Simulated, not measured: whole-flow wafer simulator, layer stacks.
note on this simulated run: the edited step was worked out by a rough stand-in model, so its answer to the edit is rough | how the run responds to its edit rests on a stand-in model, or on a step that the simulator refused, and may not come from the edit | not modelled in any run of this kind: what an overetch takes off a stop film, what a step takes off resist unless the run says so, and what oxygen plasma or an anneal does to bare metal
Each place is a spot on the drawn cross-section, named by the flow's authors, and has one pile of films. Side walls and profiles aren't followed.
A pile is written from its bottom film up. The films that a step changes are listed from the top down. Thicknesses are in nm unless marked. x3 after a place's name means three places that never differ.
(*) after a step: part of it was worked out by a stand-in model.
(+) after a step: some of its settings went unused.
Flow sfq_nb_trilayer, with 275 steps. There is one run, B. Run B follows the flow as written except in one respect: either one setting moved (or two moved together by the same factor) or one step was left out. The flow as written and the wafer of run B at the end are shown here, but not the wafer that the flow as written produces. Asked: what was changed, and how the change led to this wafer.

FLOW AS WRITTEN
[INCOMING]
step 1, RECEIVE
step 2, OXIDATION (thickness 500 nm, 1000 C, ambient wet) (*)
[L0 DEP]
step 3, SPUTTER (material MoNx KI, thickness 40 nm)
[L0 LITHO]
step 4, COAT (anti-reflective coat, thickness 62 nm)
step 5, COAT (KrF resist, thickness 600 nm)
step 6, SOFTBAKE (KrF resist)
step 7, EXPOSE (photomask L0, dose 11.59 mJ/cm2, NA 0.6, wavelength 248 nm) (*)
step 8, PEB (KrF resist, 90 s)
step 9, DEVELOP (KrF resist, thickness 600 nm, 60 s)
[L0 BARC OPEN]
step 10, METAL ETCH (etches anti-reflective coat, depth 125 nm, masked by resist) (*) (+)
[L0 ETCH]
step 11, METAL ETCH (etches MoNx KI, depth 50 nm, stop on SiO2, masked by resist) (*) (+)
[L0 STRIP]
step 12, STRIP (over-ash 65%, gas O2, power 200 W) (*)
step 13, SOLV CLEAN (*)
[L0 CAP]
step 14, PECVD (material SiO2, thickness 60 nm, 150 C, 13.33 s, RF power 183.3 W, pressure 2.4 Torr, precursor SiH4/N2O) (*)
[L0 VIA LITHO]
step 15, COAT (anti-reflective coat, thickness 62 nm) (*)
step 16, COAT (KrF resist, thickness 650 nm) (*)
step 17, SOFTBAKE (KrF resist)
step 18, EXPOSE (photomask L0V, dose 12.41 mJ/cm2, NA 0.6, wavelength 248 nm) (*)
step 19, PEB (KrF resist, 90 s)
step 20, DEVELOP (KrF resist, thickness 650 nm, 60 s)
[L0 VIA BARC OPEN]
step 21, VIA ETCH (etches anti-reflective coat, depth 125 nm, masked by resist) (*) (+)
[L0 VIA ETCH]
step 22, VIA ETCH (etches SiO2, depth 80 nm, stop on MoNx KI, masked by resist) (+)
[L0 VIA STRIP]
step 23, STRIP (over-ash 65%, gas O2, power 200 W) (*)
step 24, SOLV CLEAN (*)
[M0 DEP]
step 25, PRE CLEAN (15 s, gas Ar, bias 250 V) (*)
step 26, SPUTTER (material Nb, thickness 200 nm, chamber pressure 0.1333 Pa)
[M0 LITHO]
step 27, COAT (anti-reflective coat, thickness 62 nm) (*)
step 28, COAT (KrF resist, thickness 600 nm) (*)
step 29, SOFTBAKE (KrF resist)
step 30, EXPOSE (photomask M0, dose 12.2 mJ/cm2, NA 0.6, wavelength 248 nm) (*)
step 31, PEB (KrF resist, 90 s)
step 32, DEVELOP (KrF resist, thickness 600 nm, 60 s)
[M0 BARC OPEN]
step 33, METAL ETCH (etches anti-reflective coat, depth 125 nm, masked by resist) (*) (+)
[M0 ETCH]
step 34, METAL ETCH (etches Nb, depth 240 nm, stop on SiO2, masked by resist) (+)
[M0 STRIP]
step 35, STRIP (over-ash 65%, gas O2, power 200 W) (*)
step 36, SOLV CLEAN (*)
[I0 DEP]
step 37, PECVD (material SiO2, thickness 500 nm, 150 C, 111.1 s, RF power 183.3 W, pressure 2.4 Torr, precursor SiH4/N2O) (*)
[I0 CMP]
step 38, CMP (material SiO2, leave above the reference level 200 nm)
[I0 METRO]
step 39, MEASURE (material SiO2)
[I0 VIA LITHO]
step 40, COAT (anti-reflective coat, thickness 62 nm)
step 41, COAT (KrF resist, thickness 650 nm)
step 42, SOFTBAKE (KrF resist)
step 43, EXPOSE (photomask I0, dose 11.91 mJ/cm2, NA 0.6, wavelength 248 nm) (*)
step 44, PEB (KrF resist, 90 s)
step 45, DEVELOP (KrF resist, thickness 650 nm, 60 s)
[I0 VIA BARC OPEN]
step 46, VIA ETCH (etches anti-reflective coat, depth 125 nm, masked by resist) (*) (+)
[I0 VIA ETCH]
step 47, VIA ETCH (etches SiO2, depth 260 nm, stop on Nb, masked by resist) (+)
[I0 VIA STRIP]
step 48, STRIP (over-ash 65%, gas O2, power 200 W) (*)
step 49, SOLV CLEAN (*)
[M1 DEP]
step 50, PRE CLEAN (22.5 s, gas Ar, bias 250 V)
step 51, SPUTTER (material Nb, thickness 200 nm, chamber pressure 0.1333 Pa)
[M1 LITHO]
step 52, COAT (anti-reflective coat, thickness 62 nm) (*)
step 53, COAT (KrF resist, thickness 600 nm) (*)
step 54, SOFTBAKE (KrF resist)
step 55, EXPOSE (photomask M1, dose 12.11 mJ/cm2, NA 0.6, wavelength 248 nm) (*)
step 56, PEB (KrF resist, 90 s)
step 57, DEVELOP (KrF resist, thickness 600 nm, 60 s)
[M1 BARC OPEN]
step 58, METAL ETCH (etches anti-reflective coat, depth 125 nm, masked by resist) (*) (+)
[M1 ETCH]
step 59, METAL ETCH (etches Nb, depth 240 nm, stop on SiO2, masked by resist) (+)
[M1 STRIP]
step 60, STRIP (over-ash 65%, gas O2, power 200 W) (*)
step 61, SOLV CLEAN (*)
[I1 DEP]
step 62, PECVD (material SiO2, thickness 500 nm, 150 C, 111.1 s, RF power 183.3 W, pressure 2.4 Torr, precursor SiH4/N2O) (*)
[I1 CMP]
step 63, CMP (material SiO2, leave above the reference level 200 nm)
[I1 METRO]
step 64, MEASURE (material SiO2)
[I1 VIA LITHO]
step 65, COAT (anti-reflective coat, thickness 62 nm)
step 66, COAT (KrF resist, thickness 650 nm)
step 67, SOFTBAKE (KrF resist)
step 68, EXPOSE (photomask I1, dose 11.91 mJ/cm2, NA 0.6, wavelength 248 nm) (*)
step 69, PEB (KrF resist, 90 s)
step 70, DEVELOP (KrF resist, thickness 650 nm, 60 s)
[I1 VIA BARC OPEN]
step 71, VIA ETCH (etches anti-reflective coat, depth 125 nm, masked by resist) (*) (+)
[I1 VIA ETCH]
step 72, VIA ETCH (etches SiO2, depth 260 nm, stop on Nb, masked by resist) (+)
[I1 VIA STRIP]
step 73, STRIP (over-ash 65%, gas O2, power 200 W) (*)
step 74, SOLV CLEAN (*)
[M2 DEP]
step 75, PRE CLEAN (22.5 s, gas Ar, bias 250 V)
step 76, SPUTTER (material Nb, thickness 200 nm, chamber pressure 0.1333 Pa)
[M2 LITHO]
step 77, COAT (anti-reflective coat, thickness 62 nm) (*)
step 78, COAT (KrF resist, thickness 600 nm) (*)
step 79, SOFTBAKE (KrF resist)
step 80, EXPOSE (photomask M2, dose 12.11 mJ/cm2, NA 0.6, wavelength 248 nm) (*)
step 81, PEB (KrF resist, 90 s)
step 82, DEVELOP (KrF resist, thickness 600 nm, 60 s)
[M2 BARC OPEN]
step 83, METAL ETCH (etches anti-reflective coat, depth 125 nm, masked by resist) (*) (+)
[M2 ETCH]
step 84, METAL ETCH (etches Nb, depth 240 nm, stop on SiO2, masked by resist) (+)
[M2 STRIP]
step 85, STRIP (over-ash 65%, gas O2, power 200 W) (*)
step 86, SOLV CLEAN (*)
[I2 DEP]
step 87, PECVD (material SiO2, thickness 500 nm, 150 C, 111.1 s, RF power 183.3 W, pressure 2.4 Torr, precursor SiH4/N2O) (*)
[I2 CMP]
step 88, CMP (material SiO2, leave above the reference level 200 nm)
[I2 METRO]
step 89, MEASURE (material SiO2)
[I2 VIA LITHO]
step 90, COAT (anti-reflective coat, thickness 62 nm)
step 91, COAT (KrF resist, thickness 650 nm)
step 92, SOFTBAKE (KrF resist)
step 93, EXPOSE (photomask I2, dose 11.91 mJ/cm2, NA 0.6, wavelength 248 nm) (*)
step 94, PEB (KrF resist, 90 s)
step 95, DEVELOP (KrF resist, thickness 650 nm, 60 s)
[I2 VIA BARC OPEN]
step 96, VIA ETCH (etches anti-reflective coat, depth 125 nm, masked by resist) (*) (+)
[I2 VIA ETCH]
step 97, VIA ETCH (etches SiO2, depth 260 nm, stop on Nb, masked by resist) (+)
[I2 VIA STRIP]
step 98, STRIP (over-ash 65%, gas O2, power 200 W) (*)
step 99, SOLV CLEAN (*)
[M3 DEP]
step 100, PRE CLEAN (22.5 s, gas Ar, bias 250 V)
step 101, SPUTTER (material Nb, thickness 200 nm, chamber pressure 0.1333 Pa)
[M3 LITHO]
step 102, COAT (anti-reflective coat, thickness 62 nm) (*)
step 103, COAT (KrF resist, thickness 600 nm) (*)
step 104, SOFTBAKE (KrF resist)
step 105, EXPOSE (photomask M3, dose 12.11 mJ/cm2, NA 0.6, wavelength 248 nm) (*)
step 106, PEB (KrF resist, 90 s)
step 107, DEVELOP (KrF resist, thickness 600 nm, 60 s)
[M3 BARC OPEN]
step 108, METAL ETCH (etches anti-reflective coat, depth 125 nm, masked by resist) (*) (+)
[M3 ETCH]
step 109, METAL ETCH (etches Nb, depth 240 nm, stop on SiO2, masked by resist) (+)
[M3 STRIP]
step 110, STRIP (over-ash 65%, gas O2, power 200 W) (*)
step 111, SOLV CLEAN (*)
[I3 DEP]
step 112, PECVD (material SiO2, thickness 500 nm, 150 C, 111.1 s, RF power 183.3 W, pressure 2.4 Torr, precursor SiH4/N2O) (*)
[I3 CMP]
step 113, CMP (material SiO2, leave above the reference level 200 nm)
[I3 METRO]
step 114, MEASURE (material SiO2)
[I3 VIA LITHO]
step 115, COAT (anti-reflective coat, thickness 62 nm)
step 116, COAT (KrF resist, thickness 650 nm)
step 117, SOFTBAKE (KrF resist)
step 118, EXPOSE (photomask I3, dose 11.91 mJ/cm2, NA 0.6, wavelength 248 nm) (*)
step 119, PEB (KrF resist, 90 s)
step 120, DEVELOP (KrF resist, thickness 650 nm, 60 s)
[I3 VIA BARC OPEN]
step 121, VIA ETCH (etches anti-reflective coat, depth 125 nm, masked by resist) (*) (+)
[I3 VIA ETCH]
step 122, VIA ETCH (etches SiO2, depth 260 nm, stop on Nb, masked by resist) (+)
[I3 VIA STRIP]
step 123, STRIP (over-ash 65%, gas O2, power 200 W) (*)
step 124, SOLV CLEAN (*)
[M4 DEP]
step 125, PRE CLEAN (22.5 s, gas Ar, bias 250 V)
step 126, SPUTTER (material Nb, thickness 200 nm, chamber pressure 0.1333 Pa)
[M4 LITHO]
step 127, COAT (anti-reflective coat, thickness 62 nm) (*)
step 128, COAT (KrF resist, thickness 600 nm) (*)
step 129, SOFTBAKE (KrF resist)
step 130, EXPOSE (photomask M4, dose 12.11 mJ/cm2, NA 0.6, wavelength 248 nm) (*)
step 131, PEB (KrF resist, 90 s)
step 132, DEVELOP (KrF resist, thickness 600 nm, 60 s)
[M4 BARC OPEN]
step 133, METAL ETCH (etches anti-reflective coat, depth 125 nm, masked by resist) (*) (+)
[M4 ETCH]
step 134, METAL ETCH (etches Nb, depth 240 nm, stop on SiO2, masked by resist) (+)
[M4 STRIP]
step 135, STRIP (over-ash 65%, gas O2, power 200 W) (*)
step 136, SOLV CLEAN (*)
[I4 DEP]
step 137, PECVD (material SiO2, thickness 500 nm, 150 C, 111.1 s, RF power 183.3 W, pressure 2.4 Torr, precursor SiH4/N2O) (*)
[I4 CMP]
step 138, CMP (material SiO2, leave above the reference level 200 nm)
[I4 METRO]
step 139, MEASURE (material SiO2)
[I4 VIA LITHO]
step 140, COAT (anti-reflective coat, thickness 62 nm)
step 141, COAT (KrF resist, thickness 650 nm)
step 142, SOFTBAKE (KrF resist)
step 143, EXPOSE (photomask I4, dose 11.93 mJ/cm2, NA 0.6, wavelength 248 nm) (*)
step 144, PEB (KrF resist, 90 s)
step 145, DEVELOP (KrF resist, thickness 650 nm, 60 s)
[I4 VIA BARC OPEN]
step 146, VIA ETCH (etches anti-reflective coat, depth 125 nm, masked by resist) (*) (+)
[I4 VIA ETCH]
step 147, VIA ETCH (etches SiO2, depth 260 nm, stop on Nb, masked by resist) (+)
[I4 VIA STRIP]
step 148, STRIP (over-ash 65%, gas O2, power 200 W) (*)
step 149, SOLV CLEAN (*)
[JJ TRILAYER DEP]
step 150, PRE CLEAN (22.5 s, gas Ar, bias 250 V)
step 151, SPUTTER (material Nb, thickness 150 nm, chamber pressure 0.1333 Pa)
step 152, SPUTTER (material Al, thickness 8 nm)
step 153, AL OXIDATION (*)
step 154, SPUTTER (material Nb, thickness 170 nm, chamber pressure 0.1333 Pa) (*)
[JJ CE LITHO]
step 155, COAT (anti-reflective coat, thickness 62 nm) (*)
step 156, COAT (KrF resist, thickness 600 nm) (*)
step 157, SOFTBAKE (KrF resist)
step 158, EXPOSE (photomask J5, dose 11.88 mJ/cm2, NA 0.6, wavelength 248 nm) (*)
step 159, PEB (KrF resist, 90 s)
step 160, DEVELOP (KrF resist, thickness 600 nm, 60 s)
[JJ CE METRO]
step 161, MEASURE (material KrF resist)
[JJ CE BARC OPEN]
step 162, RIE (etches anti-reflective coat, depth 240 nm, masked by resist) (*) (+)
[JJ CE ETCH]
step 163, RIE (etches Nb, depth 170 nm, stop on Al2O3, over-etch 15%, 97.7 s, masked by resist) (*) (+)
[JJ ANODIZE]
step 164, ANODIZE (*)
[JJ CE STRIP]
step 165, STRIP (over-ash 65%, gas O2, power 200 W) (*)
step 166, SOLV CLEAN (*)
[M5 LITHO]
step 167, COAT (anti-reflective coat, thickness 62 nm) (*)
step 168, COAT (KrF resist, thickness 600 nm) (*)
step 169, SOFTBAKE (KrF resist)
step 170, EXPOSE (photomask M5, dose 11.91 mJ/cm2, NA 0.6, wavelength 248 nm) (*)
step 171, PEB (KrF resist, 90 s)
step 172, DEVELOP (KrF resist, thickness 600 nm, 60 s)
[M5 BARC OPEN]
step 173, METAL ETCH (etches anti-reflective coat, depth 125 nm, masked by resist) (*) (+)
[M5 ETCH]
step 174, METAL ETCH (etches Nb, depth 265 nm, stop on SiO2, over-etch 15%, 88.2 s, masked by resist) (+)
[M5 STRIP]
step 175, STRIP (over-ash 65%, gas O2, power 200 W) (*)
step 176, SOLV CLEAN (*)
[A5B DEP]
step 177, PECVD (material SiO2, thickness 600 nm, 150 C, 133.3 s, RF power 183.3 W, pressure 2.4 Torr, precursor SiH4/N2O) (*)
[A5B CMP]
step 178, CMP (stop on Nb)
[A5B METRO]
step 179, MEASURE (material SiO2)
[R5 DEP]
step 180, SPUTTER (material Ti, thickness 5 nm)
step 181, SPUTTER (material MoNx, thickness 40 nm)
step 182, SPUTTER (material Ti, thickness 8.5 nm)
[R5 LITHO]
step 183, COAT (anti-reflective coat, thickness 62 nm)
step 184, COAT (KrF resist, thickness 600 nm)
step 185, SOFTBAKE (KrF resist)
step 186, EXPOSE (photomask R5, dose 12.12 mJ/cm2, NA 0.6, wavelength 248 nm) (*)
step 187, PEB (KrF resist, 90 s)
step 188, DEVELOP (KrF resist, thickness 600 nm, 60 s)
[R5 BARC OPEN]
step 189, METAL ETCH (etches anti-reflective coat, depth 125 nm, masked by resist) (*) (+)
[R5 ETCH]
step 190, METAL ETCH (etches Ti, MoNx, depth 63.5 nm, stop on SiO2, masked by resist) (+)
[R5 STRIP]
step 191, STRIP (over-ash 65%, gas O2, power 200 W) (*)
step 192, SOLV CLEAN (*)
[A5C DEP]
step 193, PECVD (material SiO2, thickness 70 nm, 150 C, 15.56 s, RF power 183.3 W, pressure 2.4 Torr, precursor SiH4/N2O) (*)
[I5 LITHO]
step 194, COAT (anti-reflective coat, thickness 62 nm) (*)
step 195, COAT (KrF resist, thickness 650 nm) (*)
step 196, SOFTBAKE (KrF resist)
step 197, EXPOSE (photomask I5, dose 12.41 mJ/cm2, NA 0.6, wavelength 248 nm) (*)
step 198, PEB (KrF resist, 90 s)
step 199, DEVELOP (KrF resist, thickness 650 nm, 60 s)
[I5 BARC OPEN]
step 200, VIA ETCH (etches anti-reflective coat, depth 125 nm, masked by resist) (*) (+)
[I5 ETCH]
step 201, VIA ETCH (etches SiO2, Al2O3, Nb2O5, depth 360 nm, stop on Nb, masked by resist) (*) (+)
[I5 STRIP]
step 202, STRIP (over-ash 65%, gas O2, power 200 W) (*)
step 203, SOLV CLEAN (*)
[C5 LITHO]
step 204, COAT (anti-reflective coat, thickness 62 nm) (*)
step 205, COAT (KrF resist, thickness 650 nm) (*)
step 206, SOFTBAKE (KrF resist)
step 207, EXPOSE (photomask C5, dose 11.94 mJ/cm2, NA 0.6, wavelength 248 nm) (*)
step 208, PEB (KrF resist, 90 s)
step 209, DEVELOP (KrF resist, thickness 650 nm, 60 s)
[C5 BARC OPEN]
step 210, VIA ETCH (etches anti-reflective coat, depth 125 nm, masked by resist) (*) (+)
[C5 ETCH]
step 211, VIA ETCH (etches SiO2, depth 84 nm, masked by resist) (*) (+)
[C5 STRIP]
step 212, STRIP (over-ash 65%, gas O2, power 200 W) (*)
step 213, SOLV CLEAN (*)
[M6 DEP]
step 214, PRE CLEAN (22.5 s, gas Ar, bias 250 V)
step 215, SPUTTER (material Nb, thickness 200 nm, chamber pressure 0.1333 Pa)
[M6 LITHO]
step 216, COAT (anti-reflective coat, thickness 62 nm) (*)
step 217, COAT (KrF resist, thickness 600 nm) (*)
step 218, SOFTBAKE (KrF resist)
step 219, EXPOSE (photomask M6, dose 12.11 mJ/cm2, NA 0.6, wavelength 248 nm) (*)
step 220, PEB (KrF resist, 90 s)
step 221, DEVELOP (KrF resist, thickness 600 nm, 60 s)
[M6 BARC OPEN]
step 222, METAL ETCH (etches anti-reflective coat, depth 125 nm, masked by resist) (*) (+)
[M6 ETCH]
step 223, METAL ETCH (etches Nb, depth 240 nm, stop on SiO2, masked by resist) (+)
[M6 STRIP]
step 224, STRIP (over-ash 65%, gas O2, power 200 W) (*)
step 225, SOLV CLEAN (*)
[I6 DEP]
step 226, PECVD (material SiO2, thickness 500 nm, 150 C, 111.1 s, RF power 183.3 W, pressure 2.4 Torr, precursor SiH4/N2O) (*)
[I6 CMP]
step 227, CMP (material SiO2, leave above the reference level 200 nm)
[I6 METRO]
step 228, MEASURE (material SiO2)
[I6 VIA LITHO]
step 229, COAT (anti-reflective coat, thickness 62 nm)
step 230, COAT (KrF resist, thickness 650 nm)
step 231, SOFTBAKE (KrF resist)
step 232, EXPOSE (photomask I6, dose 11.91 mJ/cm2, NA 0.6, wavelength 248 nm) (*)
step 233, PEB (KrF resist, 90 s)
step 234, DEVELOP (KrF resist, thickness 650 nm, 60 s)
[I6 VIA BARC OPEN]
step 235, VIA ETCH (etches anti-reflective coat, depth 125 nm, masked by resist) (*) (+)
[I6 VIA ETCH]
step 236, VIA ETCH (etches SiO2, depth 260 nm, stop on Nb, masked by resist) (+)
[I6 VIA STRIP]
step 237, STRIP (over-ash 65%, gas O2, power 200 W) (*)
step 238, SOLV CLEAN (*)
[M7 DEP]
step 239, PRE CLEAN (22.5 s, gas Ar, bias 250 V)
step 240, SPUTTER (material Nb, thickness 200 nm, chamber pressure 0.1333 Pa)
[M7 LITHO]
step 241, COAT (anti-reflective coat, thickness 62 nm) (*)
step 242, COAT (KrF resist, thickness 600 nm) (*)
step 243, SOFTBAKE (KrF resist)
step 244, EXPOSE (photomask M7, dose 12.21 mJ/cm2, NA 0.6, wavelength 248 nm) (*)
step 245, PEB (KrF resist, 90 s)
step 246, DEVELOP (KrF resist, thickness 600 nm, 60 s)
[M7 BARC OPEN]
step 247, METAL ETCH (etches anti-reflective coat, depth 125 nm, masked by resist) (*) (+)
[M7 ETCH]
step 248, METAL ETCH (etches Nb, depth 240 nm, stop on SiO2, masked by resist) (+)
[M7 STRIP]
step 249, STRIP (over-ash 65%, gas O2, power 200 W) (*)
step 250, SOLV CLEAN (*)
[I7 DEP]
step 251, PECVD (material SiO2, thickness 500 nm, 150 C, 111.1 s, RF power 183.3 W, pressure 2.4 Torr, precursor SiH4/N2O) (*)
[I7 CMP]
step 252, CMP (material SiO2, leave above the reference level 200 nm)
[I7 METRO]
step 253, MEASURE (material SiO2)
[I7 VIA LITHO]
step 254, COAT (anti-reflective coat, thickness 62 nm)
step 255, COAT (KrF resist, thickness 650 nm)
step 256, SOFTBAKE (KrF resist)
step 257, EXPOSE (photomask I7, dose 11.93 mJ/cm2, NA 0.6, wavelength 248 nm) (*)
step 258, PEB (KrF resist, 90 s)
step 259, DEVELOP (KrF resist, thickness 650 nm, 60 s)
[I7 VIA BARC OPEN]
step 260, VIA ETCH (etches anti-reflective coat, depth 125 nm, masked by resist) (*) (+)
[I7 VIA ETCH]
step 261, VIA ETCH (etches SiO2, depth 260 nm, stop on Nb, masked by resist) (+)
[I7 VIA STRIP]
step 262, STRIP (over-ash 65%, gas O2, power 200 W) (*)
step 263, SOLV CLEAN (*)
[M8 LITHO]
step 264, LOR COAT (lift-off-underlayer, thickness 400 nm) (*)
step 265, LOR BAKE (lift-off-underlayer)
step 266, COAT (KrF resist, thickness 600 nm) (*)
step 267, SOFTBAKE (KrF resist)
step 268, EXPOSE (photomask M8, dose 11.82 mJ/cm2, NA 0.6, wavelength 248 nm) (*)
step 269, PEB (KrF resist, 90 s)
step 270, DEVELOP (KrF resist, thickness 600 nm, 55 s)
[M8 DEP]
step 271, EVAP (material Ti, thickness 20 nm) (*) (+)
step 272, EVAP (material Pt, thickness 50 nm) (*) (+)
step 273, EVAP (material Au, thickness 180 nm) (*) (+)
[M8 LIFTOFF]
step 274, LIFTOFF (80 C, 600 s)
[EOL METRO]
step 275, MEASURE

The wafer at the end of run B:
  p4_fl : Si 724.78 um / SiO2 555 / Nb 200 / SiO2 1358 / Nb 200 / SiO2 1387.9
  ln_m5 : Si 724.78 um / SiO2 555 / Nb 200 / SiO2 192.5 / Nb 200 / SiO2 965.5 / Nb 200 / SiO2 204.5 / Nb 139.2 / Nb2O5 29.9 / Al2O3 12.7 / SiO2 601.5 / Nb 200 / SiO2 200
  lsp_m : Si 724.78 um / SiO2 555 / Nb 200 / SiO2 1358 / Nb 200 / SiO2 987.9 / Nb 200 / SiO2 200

What caused this: step 112, PECVD: thickness 388 nm was run, though the flow has thickness 500 nm; step 112, PECVD: 86.11 s was run, where the flow has 111.1 s.

Step by step, how the change led to this:
  step 112, PECVD (material SiO2, thickness 500 nm, 150 C, 111.1 s, RF power 183.3 W, pressure 2.4 Torr, precursor SiH4/N2O) (*)
      field_l, be, be_sur and 64 more: SiO2 gains 388 (it would be, as written: SiO2 gains 500)
      v_sur, via_wl, via_wr and 27 more: SiO2 gains 388 (new film) (it would be, as written: SiO2 gains 500 (new film))
      (and at 9 other places as well)
  step 113, CMP (material SiO2, leave above the reference level 200 nm)
      field_l, be, be_sur and 64 more: nothing (it would be, as written: SiO2 loses 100)
      p4_g1, p4_g2, p3_s0, p3_s1, p3_s2, p3_s3, p3_s4, p3_s5: nothing (it would be, as written: SiO2 loses 157.1)
      (and at 31 other places as well)
  step 115, COAT (anti-reflective coat, thickness 62 nm)
      p3_s0, p3_s1, p3_s2, p3_s3, p3_s4, p3_s5, m8r_pad_l, m8r_pad_r: anti-reflective coat gains 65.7 (new film) (it would be, as written: anti-reflective coat gains 62 (new film))
      m0r_space_l, m0r_space_r, m6r_space_l, m6r_space_r, m7r_space_l, m7r_space_r: anti-reflective coat gains 63.7 (new film) (it would be, as written: anti-reflective coat gains 62 (new film))
      (and at 28 other places as well)
  step 123, STRIP (over-ash 65%, gas O2, power 200 W) (*)
      m0r_space_l, m0r_space_r, m6r_space_l, m6r_space_r, m7r_space_l, m7r_space_r: KrF resist loses 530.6 (all of it), anti-reflective coat loses 63.7 (all of it) (it would be, as written: KrF resist loses 528.6 (all of it), anti-reflective coat loses 62 (all of it))
      p3_l2, p3_l3, p3_l4: KrF resist loses 526.3 (all of it), anti-reflective coat loses 59 (all of it) (it would be, as written: KrF resist loses 528.6 (all of it), anti-reflective coat loses 62 (all of it))
      (and at 33 other places as well)
  step 127, COAT (anti-reflective coat, thickness 62 nm) (*)
      p3_fr, m0r_space_l, m0r_space_r, m6r_space_l, m6r_space_r, m7r_space_l, m7r_space_r: anti-reflective coat gains 63.5 (new film) (it would be, as written: anti-reflective coat gains 62 (new film))
      p3_s0, p3_s1, p3_s2, p3_s3, p3_s4, p3_s5: anti-reflective coat gains 65.1 (new film) (it would be, as written: anti-reflective coat gains 62 (new film))
      (and at 31 other places as well)
  step 133, METAL ETCH (etches anti-reflective coat, depth 125 nm, masked by resist) (*) (+)
      p3_fr, m0r_space_l, m0r_space_r, m6r_space_l, m6r_space_r, m7r_space_l, m7r_space_r: anti-reflective coat loses 63.5 (all of it) (it would be, as written: anti-reflective coat loses 62 (all of it))
      p3_s0, p3_s1, p3_s2, p3_s3, p3_s4, p3_s5: anti-reflective coat loses 65.1 (all of it) (it would be, as written: anti-reflective coat loses 62 (all of it))
      (and at 14 other places as well)
  step 135, STRIP (over-ash 65%, gas O2, power 200 W) (*)
      p3_l1, p3_l2: KrF resist loses 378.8 (all of it), anti-reflective coat loses 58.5 (all of it) (it would be, as written: KrF resist loses 382.4 (all of it), anti-reflective coat loses 62 (all of it))
      p3_l4, p3_l5: KrF resist loses 378.7 (all of it), anti-reflective coat loses 58.4 (all of it) (it would be, as written: KrF resist loses 382.4 (all of it), anti-reflective coat loses 62 (all of it))
      (and at 13 other places as well)
  step 137, PECVD (material SiO2, thickness 500 nm, 150 C, 111.1 s, RF power 183.3 W, pressure 2.4 Torr, precursor SiH4/N2O) (*)
      p3_s0, p3_s1, p3_s2, p3_s3, p3_s4, p3_s5: SiO2 gains 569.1 (it would be, as written: SiO2 gains 557.1)
  step 138, CMP (material SiO2, leave above the reference level 200 nm)
      field_l, be, be_sur and 55 more: SiO2 loses 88 (it would be, as written: SiO2 loses 100)
      ln_m5, lsp_m, ln_m6, p4_fl, p4_fm, p4_g1, p4_g2, p4_fr: SiO2 loses 288 (it would be, as written: SiO2 loses 300)
      (and at 3 other places as well)
